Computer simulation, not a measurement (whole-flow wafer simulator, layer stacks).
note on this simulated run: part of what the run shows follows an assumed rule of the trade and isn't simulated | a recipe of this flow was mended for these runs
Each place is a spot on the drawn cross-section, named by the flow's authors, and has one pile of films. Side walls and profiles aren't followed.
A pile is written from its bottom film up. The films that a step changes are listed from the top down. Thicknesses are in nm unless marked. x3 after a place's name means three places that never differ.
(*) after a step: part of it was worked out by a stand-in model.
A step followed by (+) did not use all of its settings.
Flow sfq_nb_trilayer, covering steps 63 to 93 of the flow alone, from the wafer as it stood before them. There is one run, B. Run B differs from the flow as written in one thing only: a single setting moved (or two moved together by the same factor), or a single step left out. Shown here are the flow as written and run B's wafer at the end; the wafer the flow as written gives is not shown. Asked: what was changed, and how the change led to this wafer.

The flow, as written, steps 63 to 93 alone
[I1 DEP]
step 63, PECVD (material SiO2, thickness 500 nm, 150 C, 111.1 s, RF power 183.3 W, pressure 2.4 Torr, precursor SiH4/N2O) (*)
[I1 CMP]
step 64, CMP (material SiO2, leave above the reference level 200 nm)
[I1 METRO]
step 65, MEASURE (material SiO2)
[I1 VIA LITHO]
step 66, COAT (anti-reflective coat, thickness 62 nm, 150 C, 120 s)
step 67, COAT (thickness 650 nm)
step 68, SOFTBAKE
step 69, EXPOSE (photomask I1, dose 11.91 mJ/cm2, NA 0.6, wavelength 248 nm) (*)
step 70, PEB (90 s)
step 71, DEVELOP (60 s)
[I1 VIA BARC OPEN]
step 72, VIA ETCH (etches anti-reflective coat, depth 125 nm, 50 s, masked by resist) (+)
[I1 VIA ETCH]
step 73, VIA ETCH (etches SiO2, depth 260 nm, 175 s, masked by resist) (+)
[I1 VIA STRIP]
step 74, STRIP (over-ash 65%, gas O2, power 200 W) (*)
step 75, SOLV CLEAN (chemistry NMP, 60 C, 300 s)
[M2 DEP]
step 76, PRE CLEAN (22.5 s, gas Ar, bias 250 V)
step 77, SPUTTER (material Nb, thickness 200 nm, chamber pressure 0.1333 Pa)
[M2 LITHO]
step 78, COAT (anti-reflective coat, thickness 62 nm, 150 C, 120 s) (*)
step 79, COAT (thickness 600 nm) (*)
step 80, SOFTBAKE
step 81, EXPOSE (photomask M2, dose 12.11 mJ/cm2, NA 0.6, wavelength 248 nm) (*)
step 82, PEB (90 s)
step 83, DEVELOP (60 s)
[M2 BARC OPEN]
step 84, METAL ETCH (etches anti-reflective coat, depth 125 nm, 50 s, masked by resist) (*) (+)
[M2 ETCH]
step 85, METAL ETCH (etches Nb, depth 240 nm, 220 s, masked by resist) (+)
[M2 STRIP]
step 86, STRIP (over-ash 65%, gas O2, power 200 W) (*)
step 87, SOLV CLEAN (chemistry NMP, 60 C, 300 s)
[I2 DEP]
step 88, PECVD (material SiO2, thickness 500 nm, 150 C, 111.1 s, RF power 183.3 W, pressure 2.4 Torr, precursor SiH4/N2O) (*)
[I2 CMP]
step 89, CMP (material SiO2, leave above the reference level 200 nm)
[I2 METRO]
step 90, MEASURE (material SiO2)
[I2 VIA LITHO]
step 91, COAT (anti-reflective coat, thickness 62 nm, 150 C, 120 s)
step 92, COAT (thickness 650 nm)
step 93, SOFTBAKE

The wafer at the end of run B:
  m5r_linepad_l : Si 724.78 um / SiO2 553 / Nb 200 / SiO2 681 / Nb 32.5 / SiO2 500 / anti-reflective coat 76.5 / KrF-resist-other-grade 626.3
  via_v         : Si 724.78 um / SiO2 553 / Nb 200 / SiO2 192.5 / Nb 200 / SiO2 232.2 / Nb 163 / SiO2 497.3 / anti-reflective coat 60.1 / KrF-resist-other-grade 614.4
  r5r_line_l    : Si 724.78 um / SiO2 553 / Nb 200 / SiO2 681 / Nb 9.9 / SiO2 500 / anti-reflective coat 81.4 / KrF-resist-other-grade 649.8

What caused this: step 64, CMP: material SiO2, leave above the reference level 200 nm, was skipped.

The path from the change to this, step by step:
  step 66, COAT (anti-reflective coat, thickness 62 nm, 150 C, 120 s)
      m0r_line_l x3, m0r_line_r x3: anti-reflective coat gains 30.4 (new film) (it would be, as written: anti-reflective coat gains 62 (new film))
      m0r_space_l, m0r_space_r, m6r_space_l x2, m6r_space_r x2: anti-reflective coat gains 107.5 (new film) (it would be, as written: anti-reflective coat gains 62 (new film))
      (as well as at 88 more places)
  step 67, COAT (thickness 650 nm)
      m0r_line_l x3, m0r_line_r x3: KrF-resist-other-grade gains 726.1 (new film) (it would be, as written: KrF-resist-other-grade gains 650 (new film))
      via_w, m5r_space_r: KrF-resist-other-grade gains 665.9 (new film) (it would be, as written: KrF-resist-other-grade gains 650 (new film))
      (as well as at 71 more places)
  step 71, DEVELOP (60 s)
      via_v: KrF-resist-other-grade loses 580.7 (all of it) (it would be, as written: KrF-resist-other-grade loses 648.6 (all of it))
  step 72, VIA ETCH (etches anti-reflective coat, depth 125 nm, 50 s, masked by resist) (+)
      via_v: anti-reflective coat loses 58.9 (all of it), SiO2 loses 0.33 (it would be, as written: anti-reflective coat loses 62 (all of it), SiO2 loses 0.31)
  step 73, VIA ETCH (etches SiO2, depth 260 nm, 175 s, masked by resist) (+)
      via_v: SiO2 loses 260 (it would be, as written: SiO2 loses 199.7 (all of it), Nb loses 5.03)
  step 74, STRIP (over-ash 65%, gas O2, power 200 W) (*)
      m0r_line_l x3, m0r_line_r x3: KrF-resist-other-grade loses 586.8 (all of it), anti-reflective coat loses 30.4 (all of it) (it would be, as written: KrF-resist-other-grade loses 510.8 (all of it), anti-reflective coat loses 62 (all of it))
      m0r_space_l, m0r_space_r, m6r_space_l x2, m6r_space_r x2: KrF-resist-other-grade loses 522.7 (all of it), anti-reflective coat loses 107.5 (all of it) (it would be, as written: KrF-resist-other-grade loses 510.8 (all of it), anti-reflective coat loses 62 (all of it))
      (as well as at 90 more places)
  step 76, PRE CLEAN (22.5 s, gas Ar, bias 250 V)
      via_v: SiO2 loses 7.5 (it would be, as written: Nb loses 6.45)
  step 77, SPUTTER (material Nb, thickness 200 nm, chamber pressure 0.1333 Pa)
      via_v: Nb gains 163 (new film) (it would be, as written: Nb gains 172.8)
      lsp_m, ln_m6, lsp_r, l0_sur, l0v: Nb gains 194 (new film) (it would be, as written: Nb gains 200 (new film))
      (as well as at 3 more places)
  step 78, COAT (anti-reflective coat, thickness 62 nm, 150 C, 120 s) (*)
      p3_s3, p3_l4, p3_s4: anti-reflective coat gains 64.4 (new film) (it would be, as written: anti-reflective coat gains 62 (new film))
      m0r_line_l x3: anti-reflective coat gains 32.1 (new film) (it would be, as written: anti-reflective coat gains 62 (new film))
      (as well as at 94 more places)
  step 79, COAT (thickness 600 nm) (*)
      m0r_line_l x3: KrF-resist-other-grade gains 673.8 (new film) (it would be, as written: KrF-resist-other-grade gains 600 (new film))
      m0r_space_r, m6r_space_r x2: KrF-resist-other-grade gains 613 (new film) (it would be, as written: KrF-resist-other-grade gains 600 (new film))
      (as well as at 75 more places)
  step 83, DEVELOP (60 s)
      m0r_line_l x3: KrF-resist-other-grade loses 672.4 (all of it) (it would be, as written: KrF-resist-other-grade loses 598.7 (all of it))
      m0r_space_r, m6r_space_r x2: KrF-resist-other-grade loses 611.7 (all of it) (it would be, as written: KrF-resist-other-grade loses 598.7 (all of it))
      (as well as at 54 more places)
  step 84, METAL ETCH (etches anti-reflective coat, depth 125 nm, 50 s, masked by resist) (*) (+)
      wl_f_sl, m5r_linepad_l, m5r_linepad_r, r5r_line_l, r5r_spacepad_l, r5r_spacepad_r, m8r_pad_l, m8r_pad_r: anti-reflective coat loses 125 (it would be, as written: anti-reflective coat loses 62 (all of it))
      lsp_l, lsp_m: anti-reflective coat loses 125 (it would be, as written: anti-reflective coat loses 62.3 (all of it))
      (as well as at 71 more places)
  step 85, METAL ETCH (etches Nb, depth 240 nm, 220 s, masked by resist) (+)
      m5r_linepad_l, m5r_linepad_r: anti-reflective coat loses 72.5 (all of it), Nb loses 167.5 (it would be, as written: Nb loses 200 (all of it), SiO2 loses 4)
      r5r_spacepad_l, r5r_spacepad_r: anti-reflective coat loses 71.5 (all of it), Nb loses 168.5 (it would be, as written: Nb loses 200 (all of it), SiO2 loses 4)
      (as well as at 12 more places)
  step 86, STRIP (over-ash 65%, gas O2, power 200 W) (*)
      wl_b_sl, wl_b_m5: KrF-resist-other-grade loses 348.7 (all of it), anti-reflective coat loses 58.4 (all of it) (it would be, as written: KrF-resist-other-grade loses 364.6 (all of it), anti-reflective coat loses 62 (all of it))
      v_sur: KrF-resist-other-grade loses 289 (all of it), anti-reflective coat loses 40.2 (all of it) (it would be, as written: KrF-resist-other-grade loses 360.6 (all of it), anti-reflective coat loses 64.8 (all of it))
      (as well as at 19 more places)
  step 88, PECVD (material SiO2, thickness 500 nm, 150 C, 111.1 s, RF power 183.3 W, pressure 2.4 Torr, precursor SiH4/N2O) (*)
      m5r_linepad_l, m5r_linepad_r, r5r_line_l, r5r_spacepad_l, r5r_spacepad_r, m8r_pad_l, m8r_pad_r: SiO2 gains 500 (new film) (it would be, as written: SiO2 gains 500)
      via_v: SiO2 gains 678.9 (new film) (it would be, as written: SiO2 gains 612.8 (new film))
  step 89, CMP (material SiO2, leave above the reference level 200 nm)
      field_l, be, be_sur and 79 more: nothing (it would be, as written: SiO2 loses 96)
      via_w: SiO2 loses 165 (it would be, as written: SiO2 loses 300)
  ... 1 other step ...
  step 92, COAT (thickness 650 nm)
      m0r_line_l x3: KrF-resist-other-grade gains 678 (new film) (it would be, as written: KrF-resist-other-grade gains 650 (new film))
      m0r_line_r x3: KrF-resist-other-grade gains 677.6 (new film) (it would be, as written: KrF-resist-other-grade gains 650 (new film))
      (as well as at 38 more places)
If metal films that touch count as one body, m5r_linepad_l has 2 bodies (between them, from the top down: SiO2 681); the flow as written gives 1 body.
If metal films that touch count as one body, via_v has 3 bodies (between them, from the top down: SiO2 232.2; SiO2 192.5); the flow as written gives 2 bodies (between them, from the top down: SiO2 192.5).
If metal films that touch count as one body, r5r_line_l has 2 bodies (between them, from the top down: SiO2 681); the flow as written gives 1 body.
